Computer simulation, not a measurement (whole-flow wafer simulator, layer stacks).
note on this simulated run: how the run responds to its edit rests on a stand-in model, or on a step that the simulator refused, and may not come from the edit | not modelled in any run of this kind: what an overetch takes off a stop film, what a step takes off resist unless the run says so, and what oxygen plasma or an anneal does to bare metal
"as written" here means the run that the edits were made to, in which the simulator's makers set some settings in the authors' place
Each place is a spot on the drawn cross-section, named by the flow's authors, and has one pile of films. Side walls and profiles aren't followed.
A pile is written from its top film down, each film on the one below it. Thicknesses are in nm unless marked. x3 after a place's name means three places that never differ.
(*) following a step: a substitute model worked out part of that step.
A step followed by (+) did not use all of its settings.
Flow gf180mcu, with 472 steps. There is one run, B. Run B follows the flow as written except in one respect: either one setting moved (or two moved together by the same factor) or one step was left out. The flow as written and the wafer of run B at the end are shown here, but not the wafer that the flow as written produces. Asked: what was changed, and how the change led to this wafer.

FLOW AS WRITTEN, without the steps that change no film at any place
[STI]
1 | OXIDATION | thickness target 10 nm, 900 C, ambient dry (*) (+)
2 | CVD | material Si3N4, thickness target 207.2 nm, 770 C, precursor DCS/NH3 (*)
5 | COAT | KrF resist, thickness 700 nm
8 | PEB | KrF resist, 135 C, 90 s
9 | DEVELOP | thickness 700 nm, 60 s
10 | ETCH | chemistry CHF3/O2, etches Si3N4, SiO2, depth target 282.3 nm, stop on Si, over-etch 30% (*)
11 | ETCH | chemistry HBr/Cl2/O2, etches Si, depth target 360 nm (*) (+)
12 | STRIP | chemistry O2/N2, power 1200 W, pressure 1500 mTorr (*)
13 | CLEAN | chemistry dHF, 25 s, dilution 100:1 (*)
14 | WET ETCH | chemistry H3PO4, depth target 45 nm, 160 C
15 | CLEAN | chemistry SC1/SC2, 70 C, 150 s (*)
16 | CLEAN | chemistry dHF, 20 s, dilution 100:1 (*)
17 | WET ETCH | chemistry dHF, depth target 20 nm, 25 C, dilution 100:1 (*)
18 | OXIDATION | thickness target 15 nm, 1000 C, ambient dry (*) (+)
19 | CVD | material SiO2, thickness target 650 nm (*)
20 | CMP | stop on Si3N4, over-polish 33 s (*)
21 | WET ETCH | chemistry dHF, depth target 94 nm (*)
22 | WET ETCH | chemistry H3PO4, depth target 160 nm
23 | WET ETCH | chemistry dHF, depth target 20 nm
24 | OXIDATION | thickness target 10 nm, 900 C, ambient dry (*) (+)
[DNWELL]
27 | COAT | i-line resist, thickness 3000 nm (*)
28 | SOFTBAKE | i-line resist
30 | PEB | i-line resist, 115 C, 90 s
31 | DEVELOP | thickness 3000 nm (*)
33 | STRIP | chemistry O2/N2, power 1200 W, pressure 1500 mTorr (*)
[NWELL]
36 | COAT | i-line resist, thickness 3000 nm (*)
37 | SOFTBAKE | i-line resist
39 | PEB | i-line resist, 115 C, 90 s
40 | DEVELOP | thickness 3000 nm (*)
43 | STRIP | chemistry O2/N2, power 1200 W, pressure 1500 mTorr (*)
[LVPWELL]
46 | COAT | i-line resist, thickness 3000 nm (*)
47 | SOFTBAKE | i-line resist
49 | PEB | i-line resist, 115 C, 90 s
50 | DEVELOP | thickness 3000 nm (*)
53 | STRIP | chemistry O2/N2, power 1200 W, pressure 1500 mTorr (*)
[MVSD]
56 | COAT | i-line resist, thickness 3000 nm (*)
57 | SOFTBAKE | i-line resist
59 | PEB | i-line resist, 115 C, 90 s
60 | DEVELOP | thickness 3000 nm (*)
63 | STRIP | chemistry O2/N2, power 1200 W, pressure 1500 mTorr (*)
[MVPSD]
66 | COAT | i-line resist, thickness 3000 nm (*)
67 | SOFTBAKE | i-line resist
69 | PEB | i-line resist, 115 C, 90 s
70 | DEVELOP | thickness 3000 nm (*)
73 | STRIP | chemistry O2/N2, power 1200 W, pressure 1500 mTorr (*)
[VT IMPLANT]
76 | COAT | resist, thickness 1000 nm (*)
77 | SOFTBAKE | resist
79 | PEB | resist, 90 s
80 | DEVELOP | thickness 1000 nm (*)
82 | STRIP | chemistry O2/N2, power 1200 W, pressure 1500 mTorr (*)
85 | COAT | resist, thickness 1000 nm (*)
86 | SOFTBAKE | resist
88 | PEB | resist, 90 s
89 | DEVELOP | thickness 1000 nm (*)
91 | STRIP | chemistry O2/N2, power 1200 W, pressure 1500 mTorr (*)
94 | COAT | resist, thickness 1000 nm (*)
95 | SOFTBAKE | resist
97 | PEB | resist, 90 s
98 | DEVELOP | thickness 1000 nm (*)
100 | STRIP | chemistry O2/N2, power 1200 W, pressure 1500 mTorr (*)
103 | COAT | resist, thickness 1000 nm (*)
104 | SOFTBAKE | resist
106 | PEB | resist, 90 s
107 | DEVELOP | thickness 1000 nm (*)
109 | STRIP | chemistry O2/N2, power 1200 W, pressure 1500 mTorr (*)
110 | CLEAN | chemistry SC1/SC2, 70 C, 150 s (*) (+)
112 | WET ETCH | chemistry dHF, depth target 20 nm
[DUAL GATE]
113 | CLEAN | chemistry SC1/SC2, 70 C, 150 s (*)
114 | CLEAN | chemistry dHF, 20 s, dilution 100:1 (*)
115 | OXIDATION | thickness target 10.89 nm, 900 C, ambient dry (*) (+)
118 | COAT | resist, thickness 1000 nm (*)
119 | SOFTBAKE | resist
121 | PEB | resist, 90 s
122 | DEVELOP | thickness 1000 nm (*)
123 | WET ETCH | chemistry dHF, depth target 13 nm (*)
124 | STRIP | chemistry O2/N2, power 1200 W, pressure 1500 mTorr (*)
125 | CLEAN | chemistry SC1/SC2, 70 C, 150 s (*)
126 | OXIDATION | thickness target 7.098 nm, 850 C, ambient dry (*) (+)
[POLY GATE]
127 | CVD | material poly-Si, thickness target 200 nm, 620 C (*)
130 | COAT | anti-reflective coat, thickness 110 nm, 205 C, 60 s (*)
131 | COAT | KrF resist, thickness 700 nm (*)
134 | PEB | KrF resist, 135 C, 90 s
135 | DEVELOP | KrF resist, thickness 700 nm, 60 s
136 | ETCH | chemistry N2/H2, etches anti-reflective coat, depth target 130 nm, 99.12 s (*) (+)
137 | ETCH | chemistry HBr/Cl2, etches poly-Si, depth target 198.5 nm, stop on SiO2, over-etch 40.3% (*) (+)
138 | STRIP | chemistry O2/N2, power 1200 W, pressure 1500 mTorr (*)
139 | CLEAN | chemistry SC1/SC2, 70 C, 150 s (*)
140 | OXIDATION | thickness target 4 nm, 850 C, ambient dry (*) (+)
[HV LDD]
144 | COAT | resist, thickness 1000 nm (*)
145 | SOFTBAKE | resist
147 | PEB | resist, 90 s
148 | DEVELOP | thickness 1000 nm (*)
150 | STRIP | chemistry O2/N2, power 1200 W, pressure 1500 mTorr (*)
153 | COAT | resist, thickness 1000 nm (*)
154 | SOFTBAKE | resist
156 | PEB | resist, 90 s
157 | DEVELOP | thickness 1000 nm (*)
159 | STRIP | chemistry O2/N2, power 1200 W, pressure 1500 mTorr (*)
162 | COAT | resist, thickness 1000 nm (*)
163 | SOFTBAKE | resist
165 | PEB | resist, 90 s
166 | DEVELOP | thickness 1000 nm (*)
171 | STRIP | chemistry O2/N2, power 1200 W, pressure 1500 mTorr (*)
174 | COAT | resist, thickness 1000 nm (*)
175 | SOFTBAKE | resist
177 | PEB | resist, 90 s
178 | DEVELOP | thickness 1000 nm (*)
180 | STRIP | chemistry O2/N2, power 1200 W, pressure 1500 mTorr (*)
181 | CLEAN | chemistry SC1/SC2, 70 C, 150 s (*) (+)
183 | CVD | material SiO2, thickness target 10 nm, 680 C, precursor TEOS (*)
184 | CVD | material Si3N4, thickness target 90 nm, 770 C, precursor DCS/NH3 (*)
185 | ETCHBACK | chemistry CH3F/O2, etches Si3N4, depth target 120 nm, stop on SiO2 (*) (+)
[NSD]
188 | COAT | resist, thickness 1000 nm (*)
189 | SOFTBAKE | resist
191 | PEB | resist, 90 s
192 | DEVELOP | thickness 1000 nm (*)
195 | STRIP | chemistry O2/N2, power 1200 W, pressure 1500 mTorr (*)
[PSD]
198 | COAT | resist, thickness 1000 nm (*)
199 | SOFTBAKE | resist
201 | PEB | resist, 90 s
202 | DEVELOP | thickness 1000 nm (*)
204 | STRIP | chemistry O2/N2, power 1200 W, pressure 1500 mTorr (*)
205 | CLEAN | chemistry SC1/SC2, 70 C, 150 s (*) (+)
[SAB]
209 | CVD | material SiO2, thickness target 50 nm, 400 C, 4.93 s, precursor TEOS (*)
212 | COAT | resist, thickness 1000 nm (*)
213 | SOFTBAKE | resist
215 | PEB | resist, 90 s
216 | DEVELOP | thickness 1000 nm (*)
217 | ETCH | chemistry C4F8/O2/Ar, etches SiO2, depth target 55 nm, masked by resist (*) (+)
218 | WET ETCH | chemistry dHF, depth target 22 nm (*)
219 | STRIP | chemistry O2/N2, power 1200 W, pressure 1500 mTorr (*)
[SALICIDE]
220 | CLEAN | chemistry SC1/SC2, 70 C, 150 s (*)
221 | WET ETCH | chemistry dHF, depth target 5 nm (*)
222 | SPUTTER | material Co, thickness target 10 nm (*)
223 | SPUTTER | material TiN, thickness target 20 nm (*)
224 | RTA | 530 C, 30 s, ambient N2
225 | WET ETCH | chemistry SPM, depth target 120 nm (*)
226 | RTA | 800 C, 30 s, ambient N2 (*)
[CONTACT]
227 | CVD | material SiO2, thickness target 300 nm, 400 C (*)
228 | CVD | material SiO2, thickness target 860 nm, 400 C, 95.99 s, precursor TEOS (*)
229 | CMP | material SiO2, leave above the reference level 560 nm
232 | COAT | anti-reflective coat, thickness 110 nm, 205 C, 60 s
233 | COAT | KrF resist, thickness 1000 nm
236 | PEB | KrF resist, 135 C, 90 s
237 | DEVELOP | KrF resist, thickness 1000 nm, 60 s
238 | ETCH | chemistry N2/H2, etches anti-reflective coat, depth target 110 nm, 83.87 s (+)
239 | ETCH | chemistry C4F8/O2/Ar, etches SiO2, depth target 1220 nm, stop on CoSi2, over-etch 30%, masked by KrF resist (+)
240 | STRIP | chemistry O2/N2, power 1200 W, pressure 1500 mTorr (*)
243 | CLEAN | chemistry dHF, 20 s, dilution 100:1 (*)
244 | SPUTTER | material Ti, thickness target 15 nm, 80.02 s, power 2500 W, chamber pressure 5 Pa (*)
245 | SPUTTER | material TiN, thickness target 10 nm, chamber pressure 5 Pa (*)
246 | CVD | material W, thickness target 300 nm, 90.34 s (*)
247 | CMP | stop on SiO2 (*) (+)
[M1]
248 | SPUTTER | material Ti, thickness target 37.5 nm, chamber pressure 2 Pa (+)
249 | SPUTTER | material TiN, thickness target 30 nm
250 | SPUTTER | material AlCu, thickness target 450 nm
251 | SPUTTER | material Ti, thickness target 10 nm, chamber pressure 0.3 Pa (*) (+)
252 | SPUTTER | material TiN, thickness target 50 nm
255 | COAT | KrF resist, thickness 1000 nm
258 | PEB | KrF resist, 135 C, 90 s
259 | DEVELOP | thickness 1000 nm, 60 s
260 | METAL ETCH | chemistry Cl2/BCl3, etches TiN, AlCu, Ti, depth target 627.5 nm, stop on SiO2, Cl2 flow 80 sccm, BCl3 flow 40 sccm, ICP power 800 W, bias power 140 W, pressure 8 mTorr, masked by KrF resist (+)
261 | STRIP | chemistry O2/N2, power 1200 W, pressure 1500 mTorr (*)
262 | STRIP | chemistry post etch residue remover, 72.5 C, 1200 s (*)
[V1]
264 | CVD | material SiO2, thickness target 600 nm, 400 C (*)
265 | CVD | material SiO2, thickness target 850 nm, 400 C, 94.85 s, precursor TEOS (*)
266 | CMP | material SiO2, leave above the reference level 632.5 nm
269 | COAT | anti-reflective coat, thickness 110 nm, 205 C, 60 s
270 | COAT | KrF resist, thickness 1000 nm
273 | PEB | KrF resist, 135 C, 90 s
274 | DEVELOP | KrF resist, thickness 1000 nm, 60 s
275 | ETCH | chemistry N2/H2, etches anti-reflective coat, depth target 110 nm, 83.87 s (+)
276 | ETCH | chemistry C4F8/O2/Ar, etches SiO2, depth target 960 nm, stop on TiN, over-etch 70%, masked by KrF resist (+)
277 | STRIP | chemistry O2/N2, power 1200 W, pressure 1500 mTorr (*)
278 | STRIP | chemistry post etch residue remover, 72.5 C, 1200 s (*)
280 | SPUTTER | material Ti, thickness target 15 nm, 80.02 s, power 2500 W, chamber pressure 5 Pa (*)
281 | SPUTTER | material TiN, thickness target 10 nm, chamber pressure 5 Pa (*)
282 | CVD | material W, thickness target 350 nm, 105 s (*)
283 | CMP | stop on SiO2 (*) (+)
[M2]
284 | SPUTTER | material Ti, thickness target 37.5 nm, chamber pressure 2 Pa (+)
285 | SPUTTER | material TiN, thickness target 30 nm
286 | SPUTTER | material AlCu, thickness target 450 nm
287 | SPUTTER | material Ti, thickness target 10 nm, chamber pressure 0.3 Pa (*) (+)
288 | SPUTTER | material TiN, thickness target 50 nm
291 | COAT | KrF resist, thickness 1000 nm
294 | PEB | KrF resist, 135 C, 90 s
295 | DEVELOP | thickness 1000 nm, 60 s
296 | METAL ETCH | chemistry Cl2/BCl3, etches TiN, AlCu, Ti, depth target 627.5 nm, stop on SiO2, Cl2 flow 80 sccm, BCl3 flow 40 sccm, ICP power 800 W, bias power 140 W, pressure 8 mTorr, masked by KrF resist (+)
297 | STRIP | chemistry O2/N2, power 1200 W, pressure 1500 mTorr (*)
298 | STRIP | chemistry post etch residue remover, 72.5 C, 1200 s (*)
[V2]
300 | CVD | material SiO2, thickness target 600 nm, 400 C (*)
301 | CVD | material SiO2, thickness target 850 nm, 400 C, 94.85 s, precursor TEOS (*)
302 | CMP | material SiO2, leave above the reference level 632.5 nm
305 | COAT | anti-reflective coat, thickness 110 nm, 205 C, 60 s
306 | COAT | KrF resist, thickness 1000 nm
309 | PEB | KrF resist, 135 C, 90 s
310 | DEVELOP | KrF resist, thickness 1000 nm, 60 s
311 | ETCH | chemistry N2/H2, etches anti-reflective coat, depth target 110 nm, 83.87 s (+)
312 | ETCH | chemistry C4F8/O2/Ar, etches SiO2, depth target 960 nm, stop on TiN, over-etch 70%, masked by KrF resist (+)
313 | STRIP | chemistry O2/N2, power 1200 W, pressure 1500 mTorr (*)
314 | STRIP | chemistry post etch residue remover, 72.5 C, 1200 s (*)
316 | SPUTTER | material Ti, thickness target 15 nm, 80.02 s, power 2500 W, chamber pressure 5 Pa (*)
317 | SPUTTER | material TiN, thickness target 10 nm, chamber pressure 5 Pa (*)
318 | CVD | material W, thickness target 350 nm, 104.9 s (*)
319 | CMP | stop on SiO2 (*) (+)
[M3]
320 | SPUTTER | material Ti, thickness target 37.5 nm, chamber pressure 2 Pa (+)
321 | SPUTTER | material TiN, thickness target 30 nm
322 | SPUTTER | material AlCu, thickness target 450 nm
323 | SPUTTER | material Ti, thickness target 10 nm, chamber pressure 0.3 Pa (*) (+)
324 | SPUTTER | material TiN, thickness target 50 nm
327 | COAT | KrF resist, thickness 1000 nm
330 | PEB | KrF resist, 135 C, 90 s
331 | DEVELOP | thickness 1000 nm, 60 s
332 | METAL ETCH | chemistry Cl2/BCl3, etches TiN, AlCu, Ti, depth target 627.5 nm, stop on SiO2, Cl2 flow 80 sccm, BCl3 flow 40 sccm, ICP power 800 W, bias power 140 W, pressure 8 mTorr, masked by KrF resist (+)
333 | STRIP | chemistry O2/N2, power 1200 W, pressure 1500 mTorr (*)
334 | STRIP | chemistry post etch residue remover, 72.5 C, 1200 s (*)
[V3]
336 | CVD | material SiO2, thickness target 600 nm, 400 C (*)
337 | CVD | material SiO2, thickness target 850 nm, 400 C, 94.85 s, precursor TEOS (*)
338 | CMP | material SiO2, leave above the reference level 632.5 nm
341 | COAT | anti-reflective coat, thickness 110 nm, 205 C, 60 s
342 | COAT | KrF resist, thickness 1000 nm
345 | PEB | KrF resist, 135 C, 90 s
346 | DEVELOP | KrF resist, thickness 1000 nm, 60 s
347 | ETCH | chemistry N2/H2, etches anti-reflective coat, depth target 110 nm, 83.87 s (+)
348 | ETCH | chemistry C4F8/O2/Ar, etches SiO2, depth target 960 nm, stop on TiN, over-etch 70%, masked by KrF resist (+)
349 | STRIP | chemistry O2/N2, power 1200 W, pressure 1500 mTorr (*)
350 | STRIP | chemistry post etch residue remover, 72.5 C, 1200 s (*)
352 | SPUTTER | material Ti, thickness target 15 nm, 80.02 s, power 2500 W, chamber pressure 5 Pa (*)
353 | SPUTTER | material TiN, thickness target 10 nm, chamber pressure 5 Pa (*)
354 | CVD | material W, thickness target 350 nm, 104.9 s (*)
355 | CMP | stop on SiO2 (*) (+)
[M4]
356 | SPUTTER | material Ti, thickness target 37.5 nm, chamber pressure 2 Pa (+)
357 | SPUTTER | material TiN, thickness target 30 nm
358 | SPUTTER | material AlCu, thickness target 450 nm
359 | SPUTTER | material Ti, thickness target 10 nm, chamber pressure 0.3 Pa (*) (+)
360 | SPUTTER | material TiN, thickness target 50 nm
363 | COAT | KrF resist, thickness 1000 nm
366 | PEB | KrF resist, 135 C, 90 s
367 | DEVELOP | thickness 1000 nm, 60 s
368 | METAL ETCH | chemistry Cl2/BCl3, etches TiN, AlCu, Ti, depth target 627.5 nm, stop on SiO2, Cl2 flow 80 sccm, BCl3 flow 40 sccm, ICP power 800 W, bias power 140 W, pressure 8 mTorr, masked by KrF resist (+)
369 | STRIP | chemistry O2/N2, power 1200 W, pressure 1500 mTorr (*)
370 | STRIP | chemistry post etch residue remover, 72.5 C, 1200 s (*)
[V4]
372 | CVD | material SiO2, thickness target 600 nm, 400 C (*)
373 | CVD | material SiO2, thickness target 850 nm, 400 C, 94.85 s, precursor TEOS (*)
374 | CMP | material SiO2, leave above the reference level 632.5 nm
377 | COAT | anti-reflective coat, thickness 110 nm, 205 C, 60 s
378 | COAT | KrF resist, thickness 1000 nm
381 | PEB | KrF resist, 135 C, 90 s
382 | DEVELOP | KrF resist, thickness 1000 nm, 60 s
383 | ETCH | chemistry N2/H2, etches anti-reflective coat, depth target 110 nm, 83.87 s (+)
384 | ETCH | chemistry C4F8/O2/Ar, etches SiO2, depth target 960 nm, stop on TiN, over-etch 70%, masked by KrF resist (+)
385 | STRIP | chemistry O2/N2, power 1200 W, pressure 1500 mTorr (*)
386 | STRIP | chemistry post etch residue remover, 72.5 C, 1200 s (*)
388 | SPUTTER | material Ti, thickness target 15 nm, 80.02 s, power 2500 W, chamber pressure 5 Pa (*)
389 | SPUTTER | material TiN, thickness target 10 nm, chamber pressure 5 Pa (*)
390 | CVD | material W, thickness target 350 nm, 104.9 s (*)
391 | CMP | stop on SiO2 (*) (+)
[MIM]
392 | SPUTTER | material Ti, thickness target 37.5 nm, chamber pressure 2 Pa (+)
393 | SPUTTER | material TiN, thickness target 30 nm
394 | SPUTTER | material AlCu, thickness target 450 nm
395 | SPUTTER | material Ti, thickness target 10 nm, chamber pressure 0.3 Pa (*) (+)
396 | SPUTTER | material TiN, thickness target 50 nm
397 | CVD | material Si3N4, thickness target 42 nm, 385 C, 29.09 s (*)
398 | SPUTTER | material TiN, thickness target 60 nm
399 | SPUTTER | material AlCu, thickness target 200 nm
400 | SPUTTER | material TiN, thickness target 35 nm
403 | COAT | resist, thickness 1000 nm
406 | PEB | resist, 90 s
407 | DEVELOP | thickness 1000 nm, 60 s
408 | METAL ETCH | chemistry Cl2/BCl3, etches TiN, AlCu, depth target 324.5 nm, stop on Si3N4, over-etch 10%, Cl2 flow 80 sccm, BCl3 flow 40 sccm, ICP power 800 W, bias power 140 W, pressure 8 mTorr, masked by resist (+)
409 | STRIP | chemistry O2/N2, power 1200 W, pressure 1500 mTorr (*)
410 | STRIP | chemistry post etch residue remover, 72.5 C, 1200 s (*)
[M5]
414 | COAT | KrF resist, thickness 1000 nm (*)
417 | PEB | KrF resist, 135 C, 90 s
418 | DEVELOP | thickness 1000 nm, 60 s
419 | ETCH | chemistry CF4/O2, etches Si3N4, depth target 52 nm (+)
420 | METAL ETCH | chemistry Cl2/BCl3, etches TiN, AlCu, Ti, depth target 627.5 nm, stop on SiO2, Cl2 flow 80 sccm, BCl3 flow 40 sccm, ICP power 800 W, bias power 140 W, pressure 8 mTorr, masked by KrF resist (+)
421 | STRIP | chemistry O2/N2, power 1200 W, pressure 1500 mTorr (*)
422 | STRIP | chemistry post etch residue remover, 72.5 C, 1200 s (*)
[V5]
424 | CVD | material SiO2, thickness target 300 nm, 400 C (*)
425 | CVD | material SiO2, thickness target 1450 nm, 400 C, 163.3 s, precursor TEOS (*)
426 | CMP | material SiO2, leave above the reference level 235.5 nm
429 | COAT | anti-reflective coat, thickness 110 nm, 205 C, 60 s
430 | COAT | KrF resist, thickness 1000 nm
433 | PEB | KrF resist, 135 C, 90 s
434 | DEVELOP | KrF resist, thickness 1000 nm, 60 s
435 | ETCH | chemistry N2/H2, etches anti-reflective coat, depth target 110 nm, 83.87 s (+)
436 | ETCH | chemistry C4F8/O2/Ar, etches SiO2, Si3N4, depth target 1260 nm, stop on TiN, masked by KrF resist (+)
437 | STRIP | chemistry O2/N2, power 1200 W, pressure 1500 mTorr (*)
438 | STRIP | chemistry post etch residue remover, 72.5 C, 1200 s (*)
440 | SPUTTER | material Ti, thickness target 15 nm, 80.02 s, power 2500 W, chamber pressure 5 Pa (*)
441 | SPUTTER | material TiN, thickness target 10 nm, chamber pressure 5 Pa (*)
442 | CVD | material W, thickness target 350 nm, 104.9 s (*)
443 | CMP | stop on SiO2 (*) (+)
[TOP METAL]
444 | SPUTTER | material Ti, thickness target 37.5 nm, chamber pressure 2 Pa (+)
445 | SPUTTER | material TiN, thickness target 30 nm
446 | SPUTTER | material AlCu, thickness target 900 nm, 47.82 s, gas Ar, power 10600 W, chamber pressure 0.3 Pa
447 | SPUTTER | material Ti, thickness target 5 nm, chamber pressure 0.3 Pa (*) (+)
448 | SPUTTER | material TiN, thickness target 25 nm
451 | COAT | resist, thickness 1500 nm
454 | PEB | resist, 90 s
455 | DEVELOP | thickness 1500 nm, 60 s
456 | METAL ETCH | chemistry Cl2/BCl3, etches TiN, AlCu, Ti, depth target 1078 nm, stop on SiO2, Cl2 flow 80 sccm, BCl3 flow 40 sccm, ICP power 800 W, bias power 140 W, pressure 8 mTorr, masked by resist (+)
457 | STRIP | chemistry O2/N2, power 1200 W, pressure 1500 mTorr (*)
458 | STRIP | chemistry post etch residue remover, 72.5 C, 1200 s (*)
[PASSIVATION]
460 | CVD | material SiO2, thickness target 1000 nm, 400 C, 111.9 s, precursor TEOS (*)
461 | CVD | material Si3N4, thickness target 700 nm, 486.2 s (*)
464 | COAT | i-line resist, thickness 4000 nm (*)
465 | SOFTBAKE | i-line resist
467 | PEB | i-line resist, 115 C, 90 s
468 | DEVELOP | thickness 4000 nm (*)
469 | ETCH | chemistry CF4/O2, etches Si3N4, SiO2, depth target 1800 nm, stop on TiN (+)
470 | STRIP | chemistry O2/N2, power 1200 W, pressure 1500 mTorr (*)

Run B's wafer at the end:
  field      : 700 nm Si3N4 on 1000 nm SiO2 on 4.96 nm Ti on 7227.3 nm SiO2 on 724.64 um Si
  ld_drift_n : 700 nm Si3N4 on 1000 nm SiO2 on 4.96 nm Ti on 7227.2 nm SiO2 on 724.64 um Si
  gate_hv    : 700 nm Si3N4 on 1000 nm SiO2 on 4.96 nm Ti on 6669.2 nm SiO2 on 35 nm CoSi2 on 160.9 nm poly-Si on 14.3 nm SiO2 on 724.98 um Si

The reason: step 446, SPUTTER: 52.24 s was run, whereas the flow has 47.82 s.

How this came from the change, step by step:
  446 | SPUTTER | material AlCu, thickness target 900 nm, 47.82 s, gas Ar, power 10600 W, chamber pressure 0.3 Pa
      field, field__w1, field__w2 and 109 more: AlCu gains 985 (new film) (as written it would have been: AlCu gains 900 (new film))
  456 | METAL ETCH | chemistry Cl2/BCl3, etches TiN, AlCu, Ti, depth target 1078 nm, stop on SiO2, Cl2 flow 80 sccm, BCl3 flow 40 sccm, ICP power 800 W, bias power 140 W, pressure 8 mTorr, masked by resist (+)
      field, field__w1, field__w2 and 103 more: TiN loses 25 (all of it), Ti loses 5 (all of it), AlCu loses 985 (all of it), TiN loses 30 (all of it), Ti loses 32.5 (as written it would have been: TiN loses 25 (all of it), Ti loses 5 (all of it), AlCu loses 900 (all of it), TiN loses 30 (all of it), Ti loses 37.5 (all of it))
  460 | CVD | material SiO2, thickness target 1000 nm, 400 C, 111.9 s, precursor TEOS (*)
      field, field__w1, field__w2 and 103 more: SiO2 gains 1000 (new film) (as written it would have been: SiO2 gains 1000)
  464 | COAT | i-line resist, thickness 4000 nm (*)
      field__w8: i-line resist gains 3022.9 (new film) (as written it would have been: i-line resist gains 3093.1 (new film))
      contact: i-line resist gains 3063.6 (new film) (as written it would have been: i-line resist gains 3153.6 (new film))
      (as well as at 4 more places)
  465 | SOFTBAKE | i-line resist
      field__w5, field__w9: i-line resist gains 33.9 (as written it would have been: i-line resist gains 37.3)
      field__w11, field__w13: i-line resist gains 35.2 (as written it would have been: i-line resist gains 37.9)
      (as well as at 59 more places)
  467 | PEB | i-line resist, 115 C, 90 s
      field__w8, m1__w1: i-line resist loses 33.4 (as written it would have been: i-line resist loses 34.7)
      contact, m1: i-line resist loses 33.7 (as written it would have been: i-line resist loses 35.1)
      (as well as at 2 more places)
  468 | DEVELOP | thickness 4000 nm (*)
      pad: i-line resist loses 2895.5 (all of it) (as written it would have been: i-line resist loses 2974.8 (all of it))
  470 | STRIP | chemistry O2/N2, power 1200 W, pressure 1500 mTorr (*)
      field__w8, m1__w1: i-line resist loses 1710.6 (all of it) (as written it would have been: i-line resist loses 1787.7 (all of it))
      contact: i-line resist loses 1727.3 (all of it) (as written it would have been: i-line resist loses 1811.2 (all of it))
      (as well as at 2 more places)
With metal films that touch counted as one body, field has 1 body; the flow as written gives 0 bodies.
With metal films that touch counted as one body, ld_drift_n has 1 body; the flow as written gives 0 bodies.
With metal films that touch counted as one body, gate_hv has 2 bodies (between them, from the top down: SiO2 6669.2); the flow as written gives 1 body.
